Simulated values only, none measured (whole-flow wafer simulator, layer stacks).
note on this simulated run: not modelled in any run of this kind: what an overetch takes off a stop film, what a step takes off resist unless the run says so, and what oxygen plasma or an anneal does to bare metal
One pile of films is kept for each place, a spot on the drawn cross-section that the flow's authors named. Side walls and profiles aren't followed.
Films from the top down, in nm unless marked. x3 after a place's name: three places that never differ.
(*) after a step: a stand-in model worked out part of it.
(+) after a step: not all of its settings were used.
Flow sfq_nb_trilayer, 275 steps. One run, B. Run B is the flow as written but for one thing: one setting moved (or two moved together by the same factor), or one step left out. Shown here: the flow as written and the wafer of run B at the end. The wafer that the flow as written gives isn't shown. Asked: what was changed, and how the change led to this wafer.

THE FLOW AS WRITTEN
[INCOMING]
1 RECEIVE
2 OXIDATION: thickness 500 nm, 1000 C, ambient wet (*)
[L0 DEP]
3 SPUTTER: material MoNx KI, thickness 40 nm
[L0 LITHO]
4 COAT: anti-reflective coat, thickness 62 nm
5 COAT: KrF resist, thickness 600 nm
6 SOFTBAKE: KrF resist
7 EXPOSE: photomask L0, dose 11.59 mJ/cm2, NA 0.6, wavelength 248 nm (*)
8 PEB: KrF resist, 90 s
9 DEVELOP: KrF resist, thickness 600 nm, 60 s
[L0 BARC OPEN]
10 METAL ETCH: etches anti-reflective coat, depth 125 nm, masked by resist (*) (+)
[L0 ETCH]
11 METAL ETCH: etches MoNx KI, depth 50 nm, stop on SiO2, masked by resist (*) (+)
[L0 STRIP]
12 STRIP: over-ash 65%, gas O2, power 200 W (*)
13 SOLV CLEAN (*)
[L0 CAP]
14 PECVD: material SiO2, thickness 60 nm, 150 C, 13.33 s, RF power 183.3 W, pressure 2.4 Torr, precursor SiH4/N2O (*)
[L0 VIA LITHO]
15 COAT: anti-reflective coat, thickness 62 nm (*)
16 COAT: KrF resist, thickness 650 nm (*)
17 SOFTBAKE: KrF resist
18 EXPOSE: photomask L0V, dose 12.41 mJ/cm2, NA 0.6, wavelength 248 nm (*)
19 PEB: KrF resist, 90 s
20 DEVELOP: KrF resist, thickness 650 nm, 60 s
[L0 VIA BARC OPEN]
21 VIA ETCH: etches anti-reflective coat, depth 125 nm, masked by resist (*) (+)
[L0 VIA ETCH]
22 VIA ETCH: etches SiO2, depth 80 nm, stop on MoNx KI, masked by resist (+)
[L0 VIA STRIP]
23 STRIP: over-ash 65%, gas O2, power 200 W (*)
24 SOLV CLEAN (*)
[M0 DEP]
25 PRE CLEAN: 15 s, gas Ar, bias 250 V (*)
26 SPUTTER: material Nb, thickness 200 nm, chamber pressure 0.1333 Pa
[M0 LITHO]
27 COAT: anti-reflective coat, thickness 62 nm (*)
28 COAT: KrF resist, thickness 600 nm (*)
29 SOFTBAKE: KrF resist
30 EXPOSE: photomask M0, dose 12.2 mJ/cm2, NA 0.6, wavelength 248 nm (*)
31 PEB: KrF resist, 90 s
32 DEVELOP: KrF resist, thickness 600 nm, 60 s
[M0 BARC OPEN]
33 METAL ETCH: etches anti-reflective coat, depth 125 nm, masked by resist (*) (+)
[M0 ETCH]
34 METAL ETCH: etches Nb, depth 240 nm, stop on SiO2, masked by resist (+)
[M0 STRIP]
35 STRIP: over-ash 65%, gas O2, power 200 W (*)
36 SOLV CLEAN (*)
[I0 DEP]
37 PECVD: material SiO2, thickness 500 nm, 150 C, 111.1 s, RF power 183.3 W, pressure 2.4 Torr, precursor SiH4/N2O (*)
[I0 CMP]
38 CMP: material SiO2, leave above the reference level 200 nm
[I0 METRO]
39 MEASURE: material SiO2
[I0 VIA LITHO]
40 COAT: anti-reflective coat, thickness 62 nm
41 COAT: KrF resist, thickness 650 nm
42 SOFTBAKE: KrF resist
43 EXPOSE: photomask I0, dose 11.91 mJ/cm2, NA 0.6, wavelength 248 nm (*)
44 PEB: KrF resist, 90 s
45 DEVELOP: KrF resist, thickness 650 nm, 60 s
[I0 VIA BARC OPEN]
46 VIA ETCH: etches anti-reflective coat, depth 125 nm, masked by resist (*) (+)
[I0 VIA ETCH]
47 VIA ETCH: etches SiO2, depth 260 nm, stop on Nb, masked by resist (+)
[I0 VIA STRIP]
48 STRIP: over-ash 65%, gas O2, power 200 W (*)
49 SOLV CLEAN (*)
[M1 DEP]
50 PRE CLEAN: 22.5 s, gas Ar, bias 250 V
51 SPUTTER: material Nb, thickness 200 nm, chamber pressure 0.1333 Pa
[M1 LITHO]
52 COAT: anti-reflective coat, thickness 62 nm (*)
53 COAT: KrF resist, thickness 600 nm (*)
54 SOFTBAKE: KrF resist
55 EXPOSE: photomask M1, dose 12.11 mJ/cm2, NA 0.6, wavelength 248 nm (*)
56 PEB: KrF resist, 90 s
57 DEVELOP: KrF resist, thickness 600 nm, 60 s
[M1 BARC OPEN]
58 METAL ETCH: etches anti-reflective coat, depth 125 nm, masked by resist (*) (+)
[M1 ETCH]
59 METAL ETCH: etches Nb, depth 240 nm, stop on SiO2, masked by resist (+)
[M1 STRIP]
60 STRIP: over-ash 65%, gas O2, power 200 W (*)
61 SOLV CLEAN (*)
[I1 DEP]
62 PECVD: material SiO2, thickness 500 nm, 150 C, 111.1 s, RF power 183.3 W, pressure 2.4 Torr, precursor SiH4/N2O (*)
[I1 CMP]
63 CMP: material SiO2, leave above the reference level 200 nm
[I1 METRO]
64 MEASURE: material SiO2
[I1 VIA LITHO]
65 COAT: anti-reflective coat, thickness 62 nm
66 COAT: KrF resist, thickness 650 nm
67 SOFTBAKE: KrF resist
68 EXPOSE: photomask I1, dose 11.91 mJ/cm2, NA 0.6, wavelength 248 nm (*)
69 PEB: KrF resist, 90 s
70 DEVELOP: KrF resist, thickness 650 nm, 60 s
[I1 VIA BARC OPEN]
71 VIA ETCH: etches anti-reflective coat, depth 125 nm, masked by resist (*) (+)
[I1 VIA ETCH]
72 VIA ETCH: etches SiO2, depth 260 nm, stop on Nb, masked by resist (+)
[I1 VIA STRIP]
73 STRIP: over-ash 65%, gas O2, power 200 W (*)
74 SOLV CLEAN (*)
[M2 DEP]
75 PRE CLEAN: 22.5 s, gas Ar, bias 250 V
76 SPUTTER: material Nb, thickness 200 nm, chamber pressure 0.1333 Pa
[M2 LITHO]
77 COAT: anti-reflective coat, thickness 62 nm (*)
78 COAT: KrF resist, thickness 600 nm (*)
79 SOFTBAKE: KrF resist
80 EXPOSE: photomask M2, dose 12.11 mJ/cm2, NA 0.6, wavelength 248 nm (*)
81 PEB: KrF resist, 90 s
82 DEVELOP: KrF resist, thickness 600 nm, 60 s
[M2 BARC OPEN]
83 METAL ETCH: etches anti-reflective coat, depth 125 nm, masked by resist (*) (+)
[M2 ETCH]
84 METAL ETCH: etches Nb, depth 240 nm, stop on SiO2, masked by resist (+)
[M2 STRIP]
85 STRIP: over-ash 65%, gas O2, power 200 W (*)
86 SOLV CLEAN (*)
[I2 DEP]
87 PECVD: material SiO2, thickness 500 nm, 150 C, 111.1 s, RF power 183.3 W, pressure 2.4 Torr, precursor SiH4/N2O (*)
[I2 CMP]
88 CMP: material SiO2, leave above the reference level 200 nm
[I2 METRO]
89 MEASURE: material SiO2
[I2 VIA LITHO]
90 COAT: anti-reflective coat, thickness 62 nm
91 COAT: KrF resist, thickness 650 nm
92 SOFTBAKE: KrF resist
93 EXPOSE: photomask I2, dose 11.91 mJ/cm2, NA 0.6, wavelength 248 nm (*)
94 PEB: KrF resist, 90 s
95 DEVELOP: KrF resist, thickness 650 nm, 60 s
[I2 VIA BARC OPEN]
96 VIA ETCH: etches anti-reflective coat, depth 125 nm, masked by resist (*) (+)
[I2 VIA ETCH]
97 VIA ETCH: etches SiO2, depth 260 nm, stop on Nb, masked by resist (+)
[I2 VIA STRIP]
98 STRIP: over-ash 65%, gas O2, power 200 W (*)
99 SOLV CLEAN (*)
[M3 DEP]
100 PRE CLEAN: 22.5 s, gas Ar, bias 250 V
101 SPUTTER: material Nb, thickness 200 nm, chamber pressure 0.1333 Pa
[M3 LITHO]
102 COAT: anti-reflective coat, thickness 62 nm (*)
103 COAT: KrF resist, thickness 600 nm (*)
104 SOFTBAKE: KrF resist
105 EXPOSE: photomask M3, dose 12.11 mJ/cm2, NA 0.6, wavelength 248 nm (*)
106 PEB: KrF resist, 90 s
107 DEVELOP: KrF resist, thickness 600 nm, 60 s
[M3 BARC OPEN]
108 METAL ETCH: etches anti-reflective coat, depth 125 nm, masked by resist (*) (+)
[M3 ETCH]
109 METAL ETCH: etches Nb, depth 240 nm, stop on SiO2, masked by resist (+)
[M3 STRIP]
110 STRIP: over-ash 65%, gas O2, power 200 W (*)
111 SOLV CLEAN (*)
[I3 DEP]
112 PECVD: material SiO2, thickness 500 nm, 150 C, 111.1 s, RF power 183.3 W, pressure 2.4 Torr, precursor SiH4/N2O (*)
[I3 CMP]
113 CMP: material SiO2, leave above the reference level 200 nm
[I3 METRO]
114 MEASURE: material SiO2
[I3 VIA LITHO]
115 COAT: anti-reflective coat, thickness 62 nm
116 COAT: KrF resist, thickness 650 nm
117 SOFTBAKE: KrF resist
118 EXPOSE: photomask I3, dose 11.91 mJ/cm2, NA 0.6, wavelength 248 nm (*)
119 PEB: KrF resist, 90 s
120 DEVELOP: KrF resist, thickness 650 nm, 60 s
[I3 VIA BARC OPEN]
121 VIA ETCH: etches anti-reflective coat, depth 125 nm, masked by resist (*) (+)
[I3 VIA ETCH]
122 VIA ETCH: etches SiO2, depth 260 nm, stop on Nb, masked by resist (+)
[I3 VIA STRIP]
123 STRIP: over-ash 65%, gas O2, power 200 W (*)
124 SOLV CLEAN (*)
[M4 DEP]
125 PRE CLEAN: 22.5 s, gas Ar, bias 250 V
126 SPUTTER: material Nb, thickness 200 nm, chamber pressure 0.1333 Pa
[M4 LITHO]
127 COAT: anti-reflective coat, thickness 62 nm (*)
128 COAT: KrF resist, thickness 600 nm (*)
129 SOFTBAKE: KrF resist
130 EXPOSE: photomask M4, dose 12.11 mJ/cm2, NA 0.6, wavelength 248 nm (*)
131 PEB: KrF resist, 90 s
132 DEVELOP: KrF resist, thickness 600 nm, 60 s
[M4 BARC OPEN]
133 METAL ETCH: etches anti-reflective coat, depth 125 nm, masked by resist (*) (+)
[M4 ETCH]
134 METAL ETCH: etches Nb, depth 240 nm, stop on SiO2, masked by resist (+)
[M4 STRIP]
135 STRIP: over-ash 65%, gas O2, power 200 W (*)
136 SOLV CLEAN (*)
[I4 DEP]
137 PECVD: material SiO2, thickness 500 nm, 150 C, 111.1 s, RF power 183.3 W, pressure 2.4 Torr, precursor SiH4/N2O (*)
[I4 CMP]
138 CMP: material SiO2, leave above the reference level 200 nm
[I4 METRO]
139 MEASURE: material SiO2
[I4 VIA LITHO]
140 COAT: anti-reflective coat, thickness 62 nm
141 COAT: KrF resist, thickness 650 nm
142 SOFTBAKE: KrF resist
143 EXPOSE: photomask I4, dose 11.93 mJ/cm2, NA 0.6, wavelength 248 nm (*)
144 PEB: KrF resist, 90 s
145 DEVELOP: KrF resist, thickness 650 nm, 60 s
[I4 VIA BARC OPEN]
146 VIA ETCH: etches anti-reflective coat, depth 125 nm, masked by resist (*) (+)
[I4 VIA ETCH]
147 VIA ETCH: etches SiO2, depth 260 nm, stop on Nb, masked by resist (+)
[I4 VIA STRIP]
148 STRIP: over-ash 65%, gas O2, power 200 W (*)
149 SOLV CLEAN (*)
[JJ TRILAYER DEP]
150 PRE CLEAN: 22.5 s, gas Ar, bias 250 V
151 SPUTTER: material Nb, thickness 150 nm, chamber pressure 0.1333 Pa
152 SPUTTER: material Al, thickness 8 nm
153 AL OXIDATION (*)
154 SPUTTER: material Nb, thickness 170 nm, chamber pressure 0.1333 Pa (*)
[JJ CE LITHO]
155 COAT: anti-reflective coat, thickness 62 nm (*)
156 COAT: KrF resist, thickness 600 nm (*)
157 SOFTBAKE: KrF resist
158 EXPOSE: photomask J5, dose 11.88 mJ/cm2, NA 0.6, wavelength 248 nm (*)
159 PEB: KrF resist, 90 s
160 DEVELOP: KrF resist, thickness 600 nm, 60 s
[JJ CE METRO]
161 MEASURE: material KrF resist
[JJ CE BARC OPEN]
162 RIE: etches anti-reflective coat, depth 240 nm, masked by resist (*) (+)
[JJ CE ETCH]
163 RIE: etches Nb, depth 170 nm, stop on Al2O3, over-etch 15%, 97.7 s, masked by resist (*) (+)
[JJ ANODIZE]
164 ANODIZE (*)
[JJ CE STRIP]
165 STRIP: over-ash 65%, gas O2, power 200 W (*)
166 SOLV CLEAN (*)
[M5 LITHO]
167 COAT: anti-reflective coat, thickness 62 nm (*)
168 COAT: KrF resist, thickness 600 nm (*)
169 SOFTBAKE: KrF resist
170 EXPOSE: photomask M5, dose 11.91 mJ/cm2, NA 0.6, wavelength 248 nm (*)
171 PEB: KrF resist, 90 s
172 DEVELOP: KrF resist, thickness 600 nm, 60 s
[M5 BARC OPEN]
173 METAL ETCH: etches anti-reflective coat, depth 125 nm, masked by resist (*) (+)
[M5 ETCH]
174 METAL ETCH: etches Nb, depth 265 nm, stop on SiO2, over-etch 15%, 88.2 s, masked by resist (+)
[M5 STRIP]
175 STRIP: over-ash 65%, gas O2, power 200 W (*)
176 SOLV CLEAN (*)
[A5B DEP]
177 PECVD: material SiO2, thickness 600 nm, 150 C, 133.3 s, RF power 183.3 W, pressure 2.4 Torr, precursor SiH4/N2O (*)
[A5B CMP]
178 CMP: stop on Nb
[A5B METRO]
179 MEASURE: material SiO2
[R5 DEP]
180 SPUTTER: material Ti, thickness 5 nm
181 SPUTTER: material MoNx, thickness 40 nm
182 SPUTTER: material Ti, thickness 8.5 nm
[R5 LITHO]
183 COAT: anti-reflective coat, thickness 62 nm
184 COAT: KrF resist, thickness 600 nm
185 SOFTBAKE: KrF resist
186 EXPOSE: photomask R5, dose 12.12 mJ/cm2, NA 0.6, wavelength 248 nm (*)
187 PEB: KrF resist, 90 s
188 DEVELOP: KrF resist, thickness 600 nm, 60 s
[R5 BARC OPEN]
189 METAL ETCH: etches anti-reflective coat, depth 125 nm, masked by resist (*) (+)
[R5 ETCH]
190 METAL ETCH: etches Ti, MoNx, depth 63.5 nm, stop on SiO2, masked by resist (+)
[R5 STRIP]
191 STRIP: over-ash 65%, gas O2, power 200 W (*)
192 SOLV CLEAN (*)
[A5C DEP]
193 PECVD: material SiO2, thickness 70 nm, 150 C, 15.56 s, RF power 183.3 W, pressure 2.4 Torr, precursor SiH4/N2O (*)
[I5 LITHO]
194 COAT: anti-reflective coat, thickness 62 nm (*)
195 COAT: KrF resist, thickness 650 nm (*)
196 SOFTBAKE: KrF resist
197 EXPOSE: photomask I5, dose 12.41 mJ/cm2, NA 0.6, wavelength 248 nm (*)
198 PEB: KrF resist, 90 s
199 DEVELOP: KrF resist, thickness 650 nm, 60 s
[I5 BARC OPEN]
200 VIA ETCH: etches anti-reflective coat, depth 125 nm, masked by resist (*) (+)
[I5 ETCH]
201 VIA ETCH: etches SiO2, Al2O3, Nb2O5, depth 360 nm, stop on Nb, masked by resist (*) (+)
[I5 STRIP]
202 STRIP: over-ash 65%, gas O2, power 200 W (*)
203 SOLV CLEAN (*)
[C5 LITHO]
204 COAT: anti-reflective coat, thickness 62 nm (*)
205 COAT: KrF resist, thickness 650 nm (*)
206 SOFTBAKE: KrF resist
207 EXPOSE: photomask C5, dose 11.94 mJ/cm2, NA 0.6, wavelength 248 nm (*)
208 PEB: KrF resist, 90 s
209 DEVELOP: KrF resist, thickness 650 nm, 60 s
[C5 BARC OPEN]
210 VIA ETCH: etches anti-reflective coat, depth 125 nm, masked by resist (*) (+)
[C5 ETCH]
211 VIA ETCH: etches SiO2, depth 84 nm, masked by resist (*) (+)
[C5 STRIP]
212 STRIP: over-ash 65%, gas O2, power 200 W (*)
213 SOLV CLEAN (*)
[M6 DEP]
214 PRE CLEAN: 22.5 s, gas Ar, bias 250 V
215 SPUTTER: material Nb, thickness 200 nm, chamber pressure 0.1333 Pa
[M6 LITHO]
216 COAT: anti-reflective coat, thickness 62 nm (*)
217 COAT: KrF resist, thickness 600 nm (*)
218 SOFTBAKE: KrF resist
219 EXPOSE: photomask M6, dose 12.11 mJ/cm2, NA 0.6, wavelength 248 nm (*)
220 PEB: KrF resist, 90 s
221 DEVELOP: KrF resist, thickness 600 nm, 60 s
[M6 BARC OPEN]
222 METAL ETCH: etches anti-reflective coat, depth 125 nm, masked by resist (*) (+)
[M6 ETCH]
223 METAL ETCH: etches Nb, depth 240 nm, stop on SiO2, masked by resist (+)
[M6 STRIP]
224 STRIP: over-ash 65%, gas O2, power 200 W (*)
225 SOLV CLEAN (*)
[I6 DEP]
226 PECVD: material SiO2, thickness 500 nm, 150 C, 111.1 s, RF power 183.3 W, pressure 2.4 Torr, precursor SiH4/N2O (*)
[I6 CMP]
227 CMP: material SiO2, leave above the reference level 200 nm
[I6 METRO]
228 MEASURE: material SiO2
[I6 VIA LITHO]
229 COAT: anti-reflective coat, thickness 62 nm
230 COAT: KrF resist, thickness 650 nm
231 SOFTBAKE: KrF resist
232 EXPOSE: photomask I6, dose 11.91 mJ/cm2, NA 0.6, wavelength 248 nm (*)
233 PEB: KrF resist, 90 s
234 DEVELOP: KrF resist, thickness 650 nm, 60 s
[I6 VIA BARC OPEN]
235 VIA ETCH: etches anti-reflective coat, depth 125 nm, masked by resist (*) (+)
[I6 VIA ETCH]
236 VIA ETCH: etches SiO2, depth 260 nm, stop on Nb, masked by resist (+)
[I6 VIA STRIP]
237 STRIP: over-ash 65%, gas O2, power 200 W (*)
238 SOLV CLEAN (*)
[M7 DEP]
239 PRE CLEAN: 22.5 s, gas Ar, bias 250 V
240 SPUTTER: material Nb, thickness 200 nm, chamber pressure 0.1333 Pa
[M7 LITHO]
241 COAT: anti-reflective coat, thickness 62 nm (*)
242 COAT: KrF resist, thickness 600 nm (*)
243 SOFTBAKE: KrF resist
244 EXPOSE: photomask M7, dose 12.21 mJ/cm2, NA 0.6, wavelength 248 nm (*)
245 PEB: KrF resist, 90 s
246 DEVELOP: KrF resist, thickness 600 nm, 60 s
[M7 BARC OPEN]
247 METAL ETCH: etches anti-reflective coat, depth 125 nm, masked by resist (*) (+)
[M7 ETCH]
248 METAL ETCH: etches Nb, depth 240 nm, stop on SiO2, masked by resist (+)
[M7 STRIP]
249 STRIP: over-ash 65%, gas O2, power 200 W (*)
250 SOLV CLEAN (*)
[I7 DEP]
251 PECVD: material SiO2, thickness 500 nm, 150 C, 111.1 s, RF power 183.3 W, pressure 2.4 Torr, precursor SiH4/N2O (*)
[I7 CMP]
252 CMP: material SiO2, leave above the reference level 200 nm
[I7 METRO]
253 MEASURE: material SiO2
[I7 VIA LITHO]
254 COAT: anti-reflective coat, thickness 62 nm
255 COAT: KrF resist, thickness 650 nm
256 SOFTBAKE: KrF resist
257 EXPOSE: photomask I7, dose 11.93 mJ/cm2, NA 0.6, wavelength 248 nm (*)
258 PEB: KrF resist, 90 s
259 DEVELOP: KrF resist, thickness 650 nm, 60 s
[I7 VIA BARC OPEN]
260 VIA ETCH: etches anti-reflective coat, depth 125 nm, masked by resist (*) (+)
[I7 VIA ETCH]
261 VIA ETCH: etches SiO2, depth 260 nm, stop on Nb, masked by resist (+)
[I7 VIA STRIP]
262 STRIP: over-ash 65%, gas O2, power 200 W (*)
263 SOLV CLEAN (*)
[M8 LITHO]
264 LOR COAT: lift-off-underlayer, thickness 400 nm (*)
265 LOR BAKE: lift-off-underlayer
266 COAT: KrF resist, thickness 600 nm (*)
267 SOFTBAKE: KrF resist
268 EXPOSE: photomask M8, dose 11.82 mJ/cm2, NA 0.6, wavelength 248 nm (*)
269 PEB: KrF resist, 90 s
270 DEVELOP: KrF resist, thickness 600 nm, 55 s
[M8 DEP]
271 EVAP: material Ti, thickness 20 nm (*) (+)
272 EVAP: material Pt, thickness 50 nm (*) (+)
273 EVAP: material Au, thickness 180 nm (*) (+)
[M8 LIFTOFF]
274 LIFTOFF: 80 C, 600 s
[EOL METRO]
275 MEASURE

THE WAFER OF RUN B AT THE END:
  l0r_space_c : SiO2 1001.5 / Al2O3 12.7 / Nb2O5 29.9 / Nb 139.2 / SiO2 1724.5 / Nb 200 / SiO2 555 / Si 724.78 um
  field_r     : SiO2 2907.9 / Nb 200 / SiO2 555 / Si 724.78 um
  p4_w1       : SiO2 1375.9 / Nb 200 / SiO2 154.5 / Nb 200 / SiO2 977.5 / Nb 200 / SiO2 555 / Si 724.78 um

The cause: step 113, CMP: leave above the reference level 162 nm was run, where the flow has leave above the reference level 200 nm.

How the change led to this, step by step:
  113 CMP: material SiO2, leave above the reference level 200 nm
      field_l, be, be_sur and 64 more: SiO2 -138 (as written it would be: SiO2 -100)
      v_sur, via_wl, via_wr and 27 more: SiO2 -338 (as written it would be: SiO2 -300)
      (and at 9 more places)
  122 VIA ETCH: etches SiO2, depth 260 nm, stop on Nb, masked by resist (+)
      field_l, v_sur, via_wl and 102 more: KrF resist -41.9 (as written it would be: KrF resist -44.8)
      via_v: SiO2 -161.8 (all of it) (as written it would be: SiO2 -199.8 (all of it))
  126 SPUTTER: material Nb, thickness 200 nm, chamber pressure 0.1333 Pa
      via_v: Nb +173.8 (as written it would be: Nb +165.5)
  127 COAT: anti-reflective coat, thickness 62 nm (*)
      via_v: anti-reflective coat +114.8 (new film) (as written it would be: anti-reflective coat +124.8 (new film))
  128 COAT: KrF resist, thickness 600 nm (*)
      via_v: KrF resist +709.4 (new film) (as written it would be: KrF resist +739.8 (new film))
  135 STRIP: over-ash 65%, gas O2, power 200 W (*)
      via_v: KrF resist -491.5 (all of it), anti-reflective coat -114.8 (all of it) (as written it would be: KrF resist -521.8 (all of it), anti-reflective coat -124.8 (all of it))
  137 PECVD: material SiO2, thickness 500 nm, 150 C, 111.1 s, RF power 183.3 W, pressure 2.4 Torr, precursor SiH4/N2O (*)
      via_v: SiO2 +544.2 (new film) (as written it would be: SiO2 +615 (new film))
  138 CMP: material SiO2, leave above the reference level 200 nm
      via_v: SiO2 -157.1 (as written it would be: SiO2 -181.6)
